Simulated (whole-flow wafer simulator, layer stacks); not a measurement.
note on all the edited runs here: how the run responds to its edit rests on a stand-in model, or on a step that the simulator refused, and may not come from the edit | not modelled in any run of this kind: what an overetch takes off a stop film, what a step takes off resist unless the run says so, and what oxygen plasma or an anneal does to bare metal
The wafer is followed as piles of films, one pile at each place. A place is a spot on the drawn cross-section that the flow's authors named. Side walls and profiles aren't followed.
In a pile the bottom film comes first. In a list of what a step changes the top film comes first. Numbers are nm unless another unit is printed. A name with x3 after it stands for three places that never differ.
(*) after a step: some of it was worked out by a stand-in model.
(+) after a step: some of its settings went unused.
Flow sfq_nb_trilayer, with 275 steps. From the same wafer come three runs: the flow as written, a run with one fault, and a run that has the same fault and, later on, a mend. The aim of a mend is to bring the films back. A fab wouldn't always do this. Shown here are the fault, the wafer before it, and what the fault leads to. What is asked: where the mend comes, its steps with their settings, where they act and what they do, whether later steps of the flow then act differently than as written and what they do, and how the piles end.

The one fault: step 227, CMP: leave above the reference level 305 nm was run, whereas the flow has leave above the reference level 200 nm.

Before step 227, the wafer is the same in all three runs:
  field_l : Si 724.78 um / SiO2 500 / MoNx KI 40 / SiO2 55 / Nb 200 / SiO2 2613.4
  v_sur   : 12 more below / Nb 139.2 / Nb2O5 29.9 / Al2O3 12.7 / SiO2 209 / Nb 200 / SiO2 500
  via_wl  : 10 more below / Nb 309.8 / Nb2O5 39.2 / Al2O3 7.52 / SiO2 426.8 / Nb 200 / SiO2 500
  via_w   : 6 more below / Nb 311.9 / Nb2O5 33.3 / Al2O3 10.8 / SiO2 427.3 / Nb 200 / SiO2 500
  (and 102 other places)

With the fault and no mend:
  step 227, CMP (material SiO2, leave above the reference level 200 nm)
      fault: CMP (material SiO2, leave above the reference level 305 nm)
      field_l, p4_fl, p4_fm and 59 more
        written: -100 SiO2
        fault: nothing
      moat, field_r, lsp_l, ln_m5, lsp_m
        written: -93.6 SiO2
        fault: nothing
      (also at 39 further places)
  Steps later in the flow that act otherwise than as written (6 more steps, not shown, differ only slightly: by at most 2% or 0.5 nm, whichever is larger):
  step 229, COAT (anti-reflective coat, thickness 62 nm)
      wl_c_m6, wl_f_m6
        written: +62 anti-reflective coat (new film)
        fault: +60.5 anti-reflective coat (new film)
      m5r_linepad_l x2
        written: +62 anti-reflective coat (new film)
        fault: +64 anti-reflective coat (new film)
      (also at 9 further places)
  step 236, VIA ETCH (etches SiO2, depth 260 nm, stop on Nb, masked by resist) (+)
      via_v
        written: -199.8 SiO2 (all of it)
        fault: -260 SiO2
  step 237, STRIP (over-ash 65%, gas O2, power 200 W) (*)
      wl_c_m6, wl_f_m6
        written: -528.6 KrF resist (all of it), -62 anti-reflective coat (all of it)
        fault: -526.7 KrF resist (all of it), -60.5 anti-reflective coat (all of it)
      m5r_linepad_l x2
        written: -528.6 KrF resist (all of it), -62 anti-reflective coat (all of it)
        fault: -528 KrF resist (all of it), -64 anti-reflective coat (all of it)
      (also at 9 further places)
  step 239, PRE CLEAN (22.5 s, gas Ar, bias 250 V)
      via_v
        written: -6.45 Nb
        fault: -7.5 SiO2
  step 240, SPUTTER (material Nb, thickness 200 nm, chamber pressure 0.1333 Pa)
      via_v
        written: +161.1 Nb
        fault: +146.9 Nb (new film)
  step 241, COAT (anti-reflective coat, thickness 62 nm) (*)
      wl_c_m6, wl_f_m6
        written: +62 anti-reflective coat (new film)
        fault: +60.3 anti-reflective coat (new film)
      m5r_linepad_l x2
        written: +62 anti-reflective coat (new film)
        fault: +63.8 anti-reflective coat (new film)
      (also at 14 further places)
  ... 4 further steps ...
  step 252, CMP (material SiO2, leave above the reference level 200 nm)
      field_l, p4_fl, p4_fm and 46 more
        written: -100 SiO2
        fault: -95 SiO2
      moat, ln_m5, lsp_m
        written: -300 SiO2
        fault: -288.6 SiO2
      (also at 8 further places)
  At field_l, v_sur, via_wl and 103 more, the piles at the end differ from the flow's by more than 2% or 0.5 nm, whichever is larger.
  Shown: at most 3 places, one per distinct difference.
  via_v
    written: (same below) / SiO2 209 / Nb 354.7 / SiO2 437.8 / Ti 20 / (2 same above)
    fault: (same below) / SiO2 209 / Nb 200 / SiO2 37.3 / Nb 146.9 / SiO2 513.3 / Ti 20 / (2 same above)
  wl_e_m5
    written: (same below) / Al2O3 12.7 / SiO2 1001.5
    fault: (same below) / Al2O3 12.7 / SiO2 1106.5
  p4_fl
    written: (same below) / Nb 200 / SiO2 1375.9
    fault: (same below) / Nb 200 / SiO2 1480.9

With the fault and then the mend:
  After step 234 comes the mend.
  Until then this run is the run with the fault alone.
  step 234a, STRIP (over-ash 65%, gas O2, power 200 W) (*)
      p4_w1, p3_s2, p3_l3, p3_s3, p3_l4, p3_s4, p3_l5
        -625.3 KrF resist (all of it), -62 anti-reflective coat (all of it)
      p4_w3, p4_fr, m6r_line_l x2, m6r_space_l x2
        -625.1 KrF resist (all of it), -62 anti-reflective coat (all of it)
      be_sur, gap, jj_sur, ce_l
        -623.9 KrF resist (all of it), -61.7 anti-reflective coat (all of it)
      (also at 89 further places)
  step 234b, CMP (material SiO2, leave above the reference level 200 nm) (the flow's step 227, run once more)
      field_l, p4_fl, p4_fm and 59 more
        -100 SiO2
      v_sur, via_wl, via_w and 33 more
        -105 SiO2
      moat, field_r, lsp_l, ln_m5, lsp_m
        -93.6 SiO2
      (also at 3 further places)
  step 234c, COAT (anti-reflective coat, thickness 62 nm) (the flow's step 229, run once more)
      field_l, v_sur, via_wl and 103 more
        +62 anti-reflective coat (new film)
  step 234d, COAT (KrF resist, thickness 650 nm) (the flow's step 230, run once more)
      field_l, v_sur, via_wl and 103 more
        +650 KrF resist (new film)
  step 234e, SOFTBAKE (KrF resist) (the flow's step 231, run once more)
      leaves every film unchanged at each place that is followed
  step 234f, EXPOSE (photomask I6, dose 11.91 mJ/cm2, NA 0.6, wavelength 248 nm) (*) (the flow's step 232, run once more)
      leaves every film unchanged at each place that is followed
  step 234g, PEB (KrF resist, 90 s) (the flow's step 233, run once more)
      field_l, v_sur, via_wl and 103 more
        -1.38 KrF resist
  step 234h, DEVELOP (KrF resist, thickness 650 nm, 60 s) (the flow's step 234, run once more)
      field_l, v_sur, via_wl and 102 more
        -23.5 KrF resist
      via_v
        -648.6 KrF resist (all of it)
  Every later step of the flow that is run acts as written at every place that is followed.
  At every place that both follow, the piles at the end match the flow's.
